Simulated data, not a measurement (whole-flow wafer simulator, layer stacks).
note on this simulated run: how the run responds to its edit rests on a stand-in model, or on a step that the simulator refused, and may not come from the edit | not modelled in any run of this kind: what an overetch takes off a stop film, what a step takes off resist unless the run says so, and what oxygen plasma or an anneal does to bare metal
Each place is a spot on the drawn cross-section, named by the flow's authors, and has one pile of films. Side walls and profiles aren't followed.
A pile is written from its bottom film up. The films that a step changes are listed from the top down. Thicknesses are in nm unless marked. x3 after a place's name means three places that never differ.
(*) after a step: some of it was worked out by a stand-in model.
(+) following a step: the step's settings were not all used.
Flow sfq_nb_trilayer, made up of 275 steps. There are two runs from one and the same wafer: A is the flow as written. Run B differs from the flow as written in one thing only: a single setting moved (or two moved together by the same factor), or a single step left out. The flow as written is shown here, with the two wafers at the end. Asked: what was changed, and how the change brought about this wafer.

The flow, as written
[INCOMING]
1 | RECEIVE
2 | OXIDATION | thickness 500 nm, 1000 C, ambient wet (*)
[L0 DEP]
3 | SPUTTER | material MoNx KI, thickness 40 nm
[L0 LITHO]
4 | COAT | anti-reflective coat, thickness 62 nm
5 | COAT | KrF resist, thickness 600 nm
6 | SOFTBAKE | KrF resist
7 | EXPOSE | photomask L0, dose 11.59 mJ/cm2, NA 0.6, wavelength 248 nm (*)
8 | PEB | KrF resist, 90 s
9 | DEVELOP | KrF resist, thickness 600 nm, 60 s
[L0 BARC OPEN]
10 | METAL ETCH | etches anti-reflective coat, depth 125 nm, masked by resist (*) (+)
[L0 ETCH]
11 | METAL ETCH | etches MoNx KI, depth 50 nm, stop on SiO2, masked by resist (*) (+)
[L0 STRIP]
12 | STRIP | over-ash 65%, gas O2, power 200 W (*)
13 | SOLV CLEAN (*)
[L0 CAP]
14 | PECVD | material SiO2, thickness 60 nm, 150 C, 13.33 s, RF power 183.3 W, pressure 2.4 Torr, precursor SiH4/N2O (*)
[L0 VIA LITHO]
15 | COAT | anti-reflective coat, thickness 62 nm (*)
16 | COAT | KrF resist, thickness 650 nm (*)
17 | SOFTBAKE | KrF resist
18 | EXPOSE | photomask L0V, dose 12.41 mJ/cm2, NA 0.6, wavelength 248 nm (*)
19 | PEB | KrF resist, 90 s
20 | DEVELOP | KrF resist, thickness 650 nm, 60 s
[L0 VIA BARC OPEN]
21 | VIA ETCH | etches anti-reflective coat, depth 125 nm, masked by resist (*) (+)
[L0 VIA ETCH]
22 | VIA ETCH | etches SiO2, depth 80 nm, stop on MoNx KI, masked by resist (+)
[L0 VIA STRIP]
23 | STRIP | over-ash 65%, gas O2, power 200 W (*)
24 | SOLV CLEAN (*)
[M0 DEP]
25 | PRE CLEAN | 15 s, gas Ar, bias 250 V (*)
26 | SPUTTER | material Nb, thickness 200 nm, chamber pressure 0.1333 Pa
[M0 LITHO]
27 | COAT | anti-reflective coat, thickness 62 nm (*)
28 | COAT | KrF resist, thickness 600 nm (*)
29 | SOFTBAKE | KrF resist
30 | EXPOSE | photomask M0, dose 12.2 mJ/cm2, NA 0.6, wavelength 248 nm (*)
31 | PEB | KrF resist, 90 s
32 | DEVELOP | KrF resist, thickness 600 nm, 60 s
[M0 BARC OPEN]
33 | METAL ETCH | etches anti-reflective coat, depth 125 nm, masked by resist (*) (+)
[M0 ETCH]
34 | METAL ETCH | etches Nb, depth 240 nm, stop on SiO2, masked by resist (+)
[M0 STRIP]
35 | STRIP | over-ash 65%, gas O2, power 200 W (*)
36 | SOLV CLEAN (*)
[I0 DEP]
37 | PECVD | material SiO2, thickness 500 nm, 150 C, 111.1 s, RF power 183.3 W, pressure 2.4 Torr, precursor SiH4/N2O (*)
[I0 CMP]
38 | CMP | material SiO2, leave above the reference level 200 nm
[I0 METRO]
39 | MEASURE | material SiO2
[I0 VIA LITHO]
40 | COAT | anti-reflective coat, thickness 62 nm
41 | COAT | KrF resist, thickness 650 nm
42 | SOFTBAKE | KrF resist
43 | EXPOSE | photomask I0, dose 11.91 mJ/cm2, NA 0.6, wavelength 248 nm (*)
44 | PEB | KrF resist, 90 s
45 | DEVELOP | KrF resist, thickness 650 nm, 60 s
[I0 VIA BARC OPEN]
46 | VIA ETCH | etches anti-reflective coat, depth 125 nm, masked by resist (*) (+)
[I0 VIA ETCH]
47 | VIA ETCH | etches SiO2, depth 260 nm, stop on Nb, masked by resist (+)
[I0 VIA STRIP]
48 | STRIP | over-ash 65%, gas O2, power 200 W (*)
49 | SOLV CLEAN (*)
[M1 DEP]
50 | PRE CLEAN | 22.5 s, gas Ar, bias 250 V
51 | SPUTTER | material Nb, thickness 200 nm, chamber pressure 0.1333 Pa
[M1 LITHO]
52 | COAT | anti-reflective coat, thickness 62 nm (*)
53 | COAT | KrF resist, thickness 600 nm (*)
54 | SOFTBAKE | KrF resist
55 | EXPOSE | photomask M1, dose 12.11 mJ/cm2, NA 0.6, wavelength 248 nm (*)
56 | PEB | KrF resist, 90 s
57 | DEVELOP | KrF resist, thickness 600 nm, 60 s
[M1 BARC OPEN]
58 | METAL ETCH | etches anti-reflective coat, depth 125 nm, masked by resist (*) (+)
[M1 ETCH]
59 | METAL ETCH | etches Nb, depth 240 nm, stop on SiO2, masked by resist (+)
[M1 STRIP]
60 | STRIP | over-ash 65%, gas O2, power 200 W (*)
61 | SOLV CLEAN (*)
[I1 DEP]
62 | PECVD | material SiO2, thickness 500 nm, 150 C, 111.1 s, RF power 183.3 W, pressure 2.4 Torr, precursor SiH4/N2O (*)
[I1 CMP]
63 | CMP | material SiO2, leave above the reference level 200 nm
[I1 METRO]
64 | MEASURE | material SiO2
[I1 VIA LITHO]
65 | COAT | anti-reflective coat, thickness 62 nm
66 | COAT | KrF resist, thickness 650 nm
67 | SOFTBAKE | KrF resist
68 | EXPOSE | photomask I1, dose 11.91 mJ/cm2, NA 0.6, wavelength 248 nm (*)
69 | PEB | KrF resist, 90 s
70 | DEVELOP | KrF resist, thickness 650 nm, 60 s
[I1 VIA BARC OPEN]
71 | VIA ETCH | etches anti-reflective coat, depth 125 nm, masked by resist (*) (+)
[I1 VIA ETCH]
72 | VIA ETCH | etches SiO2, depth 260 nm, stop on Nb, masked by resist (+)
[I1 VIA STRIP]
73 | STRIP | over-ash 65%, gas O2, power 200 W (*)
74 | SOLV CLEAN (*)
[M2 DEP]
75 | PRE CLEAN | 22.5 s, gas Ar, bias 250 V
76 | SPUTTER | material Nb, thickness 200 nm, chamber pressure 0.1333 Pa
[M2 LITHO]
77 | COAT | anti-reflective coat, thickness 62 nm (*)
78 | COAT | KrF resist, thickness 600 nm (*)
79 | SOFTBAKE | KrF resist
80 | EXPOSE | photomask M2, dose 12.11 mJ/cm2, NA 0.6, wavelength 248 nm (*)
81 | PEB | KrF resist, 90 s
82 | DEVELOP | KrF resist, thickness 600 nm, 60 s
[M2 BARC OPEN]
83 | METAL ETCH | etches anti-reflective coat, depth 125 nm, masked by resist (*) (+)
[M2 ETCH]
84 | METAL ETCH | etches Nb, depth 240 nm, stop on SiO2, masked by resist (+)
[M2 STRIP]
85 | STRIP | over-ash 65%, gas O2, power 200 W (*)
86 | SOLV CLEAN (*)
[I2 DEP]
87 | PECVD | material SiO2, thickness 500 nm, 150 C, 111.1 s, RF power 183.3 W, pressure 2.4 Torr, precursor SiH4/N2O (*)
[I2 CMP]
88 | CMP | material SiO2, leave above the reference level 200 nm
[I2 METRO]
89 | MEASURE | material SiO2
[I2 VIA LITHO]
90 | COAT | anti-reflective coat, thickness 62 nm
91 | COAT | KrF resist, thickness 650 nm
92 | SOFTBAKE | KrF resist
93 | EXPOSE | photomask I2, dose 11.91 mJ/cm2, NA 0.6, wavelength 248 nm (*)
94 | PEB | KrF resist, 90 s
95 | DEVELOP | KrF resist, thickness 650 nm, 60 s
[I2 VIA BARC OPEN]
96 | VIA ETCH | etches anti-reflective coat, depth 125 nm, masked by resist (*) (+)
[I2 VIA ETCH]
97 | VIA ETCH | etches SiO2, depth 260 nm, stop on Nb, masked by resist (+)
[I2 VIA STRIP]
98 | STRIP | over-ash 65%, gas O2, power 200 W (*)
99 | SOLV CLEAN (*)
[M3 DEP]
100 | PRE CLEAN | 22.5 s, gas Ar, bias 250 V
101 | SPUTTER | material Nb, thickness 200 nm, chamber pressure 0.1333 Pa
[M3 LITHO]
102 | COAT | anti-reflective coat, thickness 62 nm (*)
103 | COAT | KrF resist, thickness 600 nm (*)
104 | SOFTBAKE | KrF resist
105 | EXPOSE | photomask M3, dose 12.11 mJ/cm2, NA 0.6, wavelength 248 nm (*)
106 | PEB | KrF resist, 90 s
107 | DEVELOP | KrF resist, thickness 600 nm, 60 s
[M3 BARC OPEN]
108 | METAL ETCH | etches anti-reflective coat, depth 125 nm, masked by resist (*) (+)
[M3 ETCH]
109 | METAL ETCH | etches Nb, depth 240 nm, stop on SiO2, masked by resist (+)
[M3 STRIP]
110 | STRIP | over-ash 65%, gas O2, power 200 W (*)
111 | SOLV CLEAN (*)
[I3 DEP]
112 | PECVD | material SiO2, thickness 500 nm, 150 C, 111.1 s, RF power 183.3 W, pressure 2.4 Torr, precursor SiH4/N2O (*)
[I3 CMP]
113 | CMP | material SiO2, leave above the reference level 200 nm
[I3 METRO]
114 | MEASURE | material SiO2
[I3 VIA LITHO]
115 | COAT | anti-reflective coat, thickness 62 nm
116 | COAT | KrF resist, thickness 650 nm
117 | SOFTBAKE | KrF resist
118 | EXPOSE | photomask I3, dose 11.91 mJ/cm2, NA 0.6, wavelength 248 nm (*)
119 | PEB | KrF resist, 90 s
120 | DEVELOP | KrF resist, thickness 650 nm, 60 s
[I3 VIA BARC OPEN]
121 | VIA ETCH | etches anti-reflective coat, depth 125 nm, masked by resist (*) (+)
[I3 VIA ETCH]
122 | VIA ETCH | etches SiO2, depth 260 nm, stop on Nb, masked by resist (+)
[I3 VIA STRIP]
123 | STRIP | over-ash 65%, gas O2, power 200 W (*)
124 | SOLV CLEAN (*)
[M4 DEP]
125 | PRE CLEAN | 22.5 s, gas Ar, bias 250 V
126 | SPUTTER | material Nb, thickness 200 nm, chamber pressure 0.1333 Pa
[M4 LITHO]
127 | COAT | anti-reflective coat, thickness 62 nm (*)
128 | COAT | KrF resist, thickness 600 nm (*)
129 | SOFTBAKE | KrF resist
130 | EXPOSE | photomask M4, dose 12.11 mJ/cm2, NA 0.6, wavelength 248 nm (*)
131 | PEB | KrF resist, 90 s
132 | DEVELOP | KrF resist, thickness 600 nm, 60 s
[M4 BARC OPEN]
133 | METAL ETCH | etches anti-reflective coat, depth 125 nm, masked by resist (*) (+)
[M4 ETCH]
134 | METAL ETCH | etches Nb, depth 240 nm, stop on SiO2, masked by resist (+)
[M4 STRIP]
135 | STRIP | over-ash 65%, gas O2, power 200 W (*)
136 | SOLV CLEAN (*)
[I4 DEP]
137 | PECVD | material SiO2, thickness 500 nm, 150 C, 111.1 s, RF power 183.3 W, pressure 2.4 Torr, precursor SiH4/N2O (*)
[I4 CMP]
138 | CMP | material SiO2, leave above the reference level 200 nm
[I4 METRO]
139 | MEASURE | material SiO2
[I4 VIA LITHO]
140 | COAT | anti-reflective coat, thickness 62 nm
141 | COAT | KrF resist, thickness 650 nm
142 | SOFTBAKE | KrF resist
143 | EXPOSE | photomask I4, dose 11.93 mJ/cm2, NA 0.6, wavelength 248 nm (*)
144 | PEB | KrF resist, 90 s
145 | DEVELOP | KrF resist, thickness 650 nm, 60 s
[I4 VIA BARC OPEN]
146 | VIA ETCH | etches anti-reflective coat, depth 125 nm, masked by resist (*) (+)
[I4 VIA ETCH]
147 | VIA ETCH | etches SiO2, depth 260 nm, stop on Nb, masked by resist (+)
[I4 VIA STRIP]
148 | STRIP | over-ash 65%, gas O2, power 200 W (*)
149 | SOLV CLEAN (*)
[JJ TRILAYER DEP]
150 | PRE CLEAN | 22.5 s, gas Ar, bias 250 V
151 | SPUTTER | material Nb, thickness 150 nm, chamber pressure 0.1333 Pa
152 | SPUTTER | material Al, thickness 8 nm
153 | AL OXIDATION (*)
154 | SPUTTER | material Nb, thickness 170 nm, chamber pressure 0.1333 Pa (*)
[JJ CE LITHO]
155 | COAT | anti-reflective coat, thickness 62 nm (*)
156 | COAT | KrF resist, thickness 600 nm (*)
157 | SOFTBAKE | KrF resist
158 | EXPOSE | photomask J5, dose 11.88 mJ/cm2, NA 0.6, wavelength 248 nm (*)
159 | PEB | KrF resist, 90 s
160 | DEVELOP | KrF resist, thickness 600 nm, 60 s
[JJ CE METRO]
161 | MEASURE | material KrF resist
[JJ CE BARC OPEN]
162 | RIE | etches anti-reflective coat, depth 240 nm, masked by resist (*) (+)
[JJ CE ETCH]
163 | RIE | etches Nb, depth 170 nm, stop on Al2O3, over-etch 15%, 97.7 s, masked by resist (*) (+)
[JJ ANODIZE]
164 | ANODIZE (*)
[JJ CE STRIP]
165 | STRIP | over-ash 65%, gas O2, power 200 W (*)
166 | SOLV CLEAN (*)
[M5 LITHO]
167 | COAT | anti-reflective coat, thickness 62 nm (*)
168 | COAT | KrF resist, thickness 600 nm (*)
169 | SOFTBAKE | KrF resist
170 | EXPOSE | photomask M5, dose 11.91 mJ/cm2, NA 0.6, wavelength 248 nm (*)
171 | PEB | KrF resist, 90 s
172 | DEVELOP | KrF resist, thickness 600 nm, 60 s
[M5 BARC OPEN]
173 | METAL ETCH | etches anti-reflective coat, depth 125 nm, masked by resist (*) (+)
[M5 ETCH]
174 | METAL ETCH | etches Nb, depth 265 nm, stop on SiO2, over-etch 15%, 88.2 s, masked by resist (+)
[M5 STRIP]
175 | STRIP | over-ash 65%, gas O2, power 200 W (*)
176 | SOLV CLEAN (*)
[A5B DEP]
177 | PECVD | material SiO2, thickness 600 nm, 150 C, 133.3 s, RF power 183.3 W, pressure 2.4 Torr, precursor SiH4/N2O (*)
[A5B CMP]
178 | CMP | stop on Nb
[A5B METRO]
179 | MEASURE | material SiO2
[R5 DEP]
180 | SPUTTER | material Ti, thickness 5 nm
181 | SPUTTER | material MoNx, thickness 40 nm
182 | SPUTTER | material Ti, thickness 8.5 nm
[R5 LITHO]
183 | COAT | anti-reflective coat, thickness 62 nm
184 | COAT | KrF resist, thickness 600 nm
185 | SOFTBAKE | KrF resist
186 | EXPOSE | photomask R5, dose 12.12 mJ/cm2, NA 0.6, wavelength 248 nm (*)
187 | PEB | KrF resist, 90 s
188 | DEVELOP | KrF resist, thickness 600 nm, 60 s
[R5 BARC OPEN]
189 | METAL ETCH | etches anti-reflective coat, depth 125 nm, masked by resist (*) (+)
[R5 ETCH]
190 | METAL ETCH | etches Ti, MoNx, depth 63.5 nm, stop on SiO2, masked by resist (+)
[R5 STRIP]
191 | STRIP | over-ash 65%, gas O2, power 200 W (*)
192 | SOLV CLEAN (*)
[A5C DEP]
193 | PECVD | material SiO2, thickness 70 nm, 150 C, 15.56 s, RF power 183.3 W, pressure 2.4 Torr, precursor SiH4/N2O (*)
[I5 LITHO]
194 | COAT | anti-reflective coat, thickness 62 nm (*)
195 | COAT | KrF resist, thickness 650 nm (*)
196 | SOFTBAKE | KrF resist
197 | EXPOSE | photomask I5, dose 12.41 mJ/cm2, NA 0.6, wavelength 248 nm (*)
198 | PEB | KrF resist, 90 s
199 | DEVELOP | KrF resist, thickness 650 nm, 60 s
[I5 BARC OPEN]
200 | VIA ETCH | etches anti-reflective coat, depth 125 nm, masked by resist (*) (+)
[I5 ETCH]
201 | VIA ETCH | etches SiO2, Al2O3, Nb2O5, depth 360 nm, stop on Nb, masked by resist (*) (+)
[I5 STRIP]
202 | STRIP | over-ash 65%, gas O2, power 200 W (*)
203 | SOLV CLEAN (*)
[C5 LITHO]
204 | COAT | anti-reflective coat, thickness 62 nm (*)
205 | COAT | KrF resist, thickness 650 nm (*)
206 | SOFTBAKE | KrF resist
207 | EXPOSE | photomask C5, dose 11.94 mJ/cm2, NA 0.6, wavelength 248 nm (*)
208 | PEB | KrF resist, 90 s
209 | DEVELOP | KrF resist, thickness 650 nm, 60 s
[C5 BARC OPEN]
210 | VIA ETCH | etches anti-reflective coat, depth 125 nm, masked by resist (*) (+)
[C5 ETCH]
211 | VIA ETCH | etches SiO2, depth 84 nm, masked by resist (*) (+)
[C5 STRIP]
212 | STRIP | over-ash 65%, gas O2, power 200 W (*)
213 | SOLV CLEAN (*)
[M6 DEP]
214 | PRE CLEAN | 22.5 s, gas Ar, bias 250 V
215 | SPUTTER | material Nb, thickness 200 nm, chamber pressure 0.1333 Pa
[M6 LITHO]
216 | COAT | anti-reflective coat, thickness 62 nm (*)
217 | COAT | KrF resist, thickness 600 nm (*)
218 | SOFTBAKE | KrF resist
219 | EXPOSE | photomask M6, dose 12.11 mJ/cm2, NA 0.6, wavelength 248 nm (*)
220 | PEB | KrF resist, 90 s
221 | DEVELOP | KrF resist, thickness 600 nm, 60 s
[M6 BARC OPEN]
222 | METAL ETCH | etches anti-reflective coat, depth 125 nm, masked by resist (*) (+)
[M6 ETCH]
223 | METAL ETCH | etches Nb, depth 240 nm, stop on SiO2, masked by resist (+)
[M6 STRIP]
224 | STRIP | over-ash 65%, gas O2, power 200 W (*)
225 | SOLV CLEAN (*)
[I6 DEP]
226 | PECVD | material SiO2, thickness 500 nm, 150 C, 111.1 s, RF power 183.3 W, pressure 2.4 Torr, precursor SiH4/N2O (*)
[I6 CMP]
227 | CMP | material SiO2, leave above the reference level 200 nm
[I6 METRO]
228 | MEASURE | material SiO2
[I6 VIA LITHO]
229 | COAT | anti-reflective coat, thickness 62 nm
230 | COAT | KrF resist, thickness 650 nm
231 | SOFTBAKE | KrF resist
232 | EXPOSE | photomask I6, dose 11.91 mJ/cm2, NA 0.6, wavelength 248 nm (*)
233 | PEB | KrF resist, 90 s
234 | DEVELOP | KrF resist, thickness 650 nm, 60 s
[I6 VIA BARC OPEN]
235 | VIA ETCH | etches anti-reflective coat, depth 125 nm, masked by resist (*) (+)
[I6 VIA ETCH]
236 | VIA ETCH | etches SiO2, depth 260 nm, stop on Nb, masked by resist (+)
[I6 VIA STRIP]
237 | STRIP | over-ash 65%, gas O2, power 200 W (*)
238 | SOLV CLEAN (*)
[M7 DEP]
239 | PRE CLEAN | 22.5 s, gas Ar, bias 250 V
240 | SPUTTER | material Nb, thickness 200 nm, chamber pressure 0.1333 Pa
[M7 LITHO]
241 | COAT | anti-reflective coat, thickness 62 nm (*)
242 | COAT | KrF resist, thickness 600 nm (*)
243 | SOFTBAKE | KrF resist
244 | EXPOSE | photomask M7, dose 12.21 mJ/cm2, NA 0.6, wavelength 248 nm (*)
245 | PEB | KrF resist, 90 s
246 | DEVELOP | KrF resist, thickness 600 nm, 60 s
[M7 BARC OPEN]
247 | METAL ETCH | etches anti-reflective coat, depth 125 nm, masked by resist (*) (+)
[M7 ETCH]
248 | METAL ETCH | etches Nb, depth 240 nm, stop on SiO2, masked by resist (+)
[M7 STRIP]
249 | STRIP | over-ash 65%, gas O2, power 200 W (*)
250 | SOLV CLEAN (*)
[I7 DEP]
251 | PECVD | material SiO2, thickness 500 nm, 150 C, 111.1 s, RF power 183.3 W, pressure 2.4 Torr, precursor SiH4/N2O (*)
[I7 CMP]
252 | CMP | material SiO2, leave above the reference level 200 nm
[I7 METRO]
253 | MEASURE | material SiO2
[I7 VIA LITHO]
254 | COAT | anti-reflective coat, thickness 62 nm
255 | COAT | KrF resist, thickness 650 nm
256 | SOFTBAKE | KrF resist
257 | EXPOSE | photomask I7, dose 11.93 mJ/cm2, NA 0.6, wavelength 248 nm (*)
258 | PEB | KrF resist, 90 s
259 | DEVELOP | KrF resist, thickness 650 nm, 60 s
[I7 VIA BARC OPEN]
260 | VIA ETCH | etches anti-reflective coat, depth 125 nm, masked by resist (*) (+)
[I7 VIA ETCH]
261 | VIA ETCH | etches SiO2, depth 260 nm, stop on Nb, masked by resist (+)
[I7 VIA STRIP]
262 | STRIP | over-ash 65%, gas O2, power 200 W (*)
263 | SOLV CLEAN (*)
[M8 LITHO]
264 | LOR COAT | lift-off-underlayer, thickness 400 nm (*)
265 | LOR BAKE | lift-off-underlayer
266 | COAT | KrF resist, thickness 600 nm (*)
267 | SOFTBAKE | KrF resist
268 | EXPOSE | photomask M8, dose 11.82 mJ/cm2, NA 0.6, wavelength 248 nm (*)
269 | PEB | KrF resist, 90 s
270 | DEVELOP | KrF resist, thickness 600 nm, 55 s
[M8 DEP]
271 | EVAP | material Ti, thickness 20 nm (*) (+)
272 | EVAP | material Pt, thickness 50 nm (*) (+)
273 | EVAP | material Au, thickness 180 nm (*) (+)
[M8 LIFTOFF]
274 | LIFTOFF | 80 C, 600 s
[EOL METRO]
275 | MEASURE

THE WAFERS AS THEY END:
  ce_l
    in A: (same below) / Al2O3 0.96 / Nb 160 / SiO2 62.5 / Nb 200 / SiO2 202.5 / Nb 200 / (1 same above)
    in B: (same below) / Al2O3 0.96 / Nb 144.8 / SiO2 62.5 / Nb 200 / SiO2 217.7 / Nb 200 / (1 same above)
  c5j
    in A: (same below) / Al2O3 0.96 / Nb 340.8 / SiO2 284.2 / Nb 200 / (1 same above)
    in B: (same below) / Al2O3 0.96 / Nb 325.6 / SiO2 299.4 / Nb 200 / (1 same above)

Cause: step 190, METAL ETCH: depth 78.74 nm was run, whereas the flow has depth 63.5 nm.

The path from the change to this, step by step:
  190 | METAL ETCH | etches Ti, MoNx, depth 63.5 nm, stop on SiO2, masked by resist (+)
      be_r, r_sur, res, r_end, r5r_line_l, r5r_line_c, r5r_line_r: A -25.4 KrF resist | B -31.5 KrF resist
      ce_l, c5j, ce_r, wl_jj: A -8.5 Ti (all of it), -40 MoNx (all of it), -5 Ti (all of it), -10 Nb | B -8.5 Ti (all of it), -40 MoNx (all of it), -5 Ti (all of it), -25.2 Nb
  194 | COAT | anti-reflective coat, thickness 62 nm (*)
      wl_j_sl, wl_j_sr: A +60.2 anti-reflective coat (new film) | B +57.7 anti-reflective coat (new film)
      jj_sur: A +60.8 anti-reflective coat (new film) | B +58.3 anti-reflective coat (new film)
      (also at 5 further places)
  202 | STRIP | over-ash 65%, gas O2, power 200 W (*)
      wl_j_sl, wl_j_sr: A -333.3 KrF resist (all of it), -60.2 anti-reflective coat (all of it) | B -333.3 KrF resist (all of it), -57.7 anti-reflective coat (all of it)
      jj_sur: A -337.2 KrF resist (all of it), -60.8 anti-reflective coat (all of it) | B -337.5 KrF resist (all of it), -58.3 anti-reflective coat (all of it)
      (also at 5 further places)
  204 | COAT | anti-reflective coat, thickness 62 nm (*)
      wl_j_sl, wl_j_sr: A +60.2 anti-reflective coat (new film) | B +57.7 anti-reflective coat (new film)
      jj_sur: A +59.5 anti-reflective coat (new film) | B +57 anti-reflective coat (new film)
      (also at 5 further places)
  210 | VIA ETCH | etches anti-reflective coat, depth 125 nm, masked by resist (*) (+)
      c5j: A -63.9 anti-reflective coat (all of it), -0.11 SiO2 | B -68.1 anti-reflective coat (all of it), -0.09 SiO2
  212 | STRIP | over-ash 65%, gas O2, power 200 W (*)
      wl_j_sl, wl_j_sr: A -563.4 KrF resist (all of it), -60.2 anti-reflective coat (all of it) | B -563.5 KrF resist (all of it), -57.7 anti-reflective coat (all of it)
      jj_sur: A -562 KrF resist (all of it), -59.5 anti-reflective coat (all of it) | B -562.2 KrF resist (all of it), -57 anti-reflective coat (all of it)
      (also at 4 further places)
  216 | COAT | anti-reflective coat, thickness 62 nm (*)
      wl_j_sl, wl_j_sr: A +60.2 anti-reflective coat (new film) | B +57.8 anti-reflective coat (new film)
      jj_sur: A +56.1 anti-reflective coat (new film) | B +53.4 anti-reflective coat (new film)
      (also at 5 further places)
  224 | STRIP | over-ash 65%, gas O2, power 200 W (*)
      wl_j_sl, wl_j_sr: A -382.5 KrF resist (all of it), -60.2 anti-reflective coat (all of it) | B -382.4 KrF resist (all of it), -57.8 anti-reflective coat (all of it)
      jj_sur: A -378.5 KrF resist (all of it), -56.1 anti-reflective coat (all of it) | B -378.8 KrF resist (all of it), -53.4 anti-reflective coat (all of it)
      (also at 5 further places)
  227 | CMP | material SiO2, leave above the reference level 200 nm
      ce_l, ce_r, wl_jj: A -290 SiO2 | B -274.8 SiO2
      c5j: A -223 SiO2 | B -207.8 SiO2
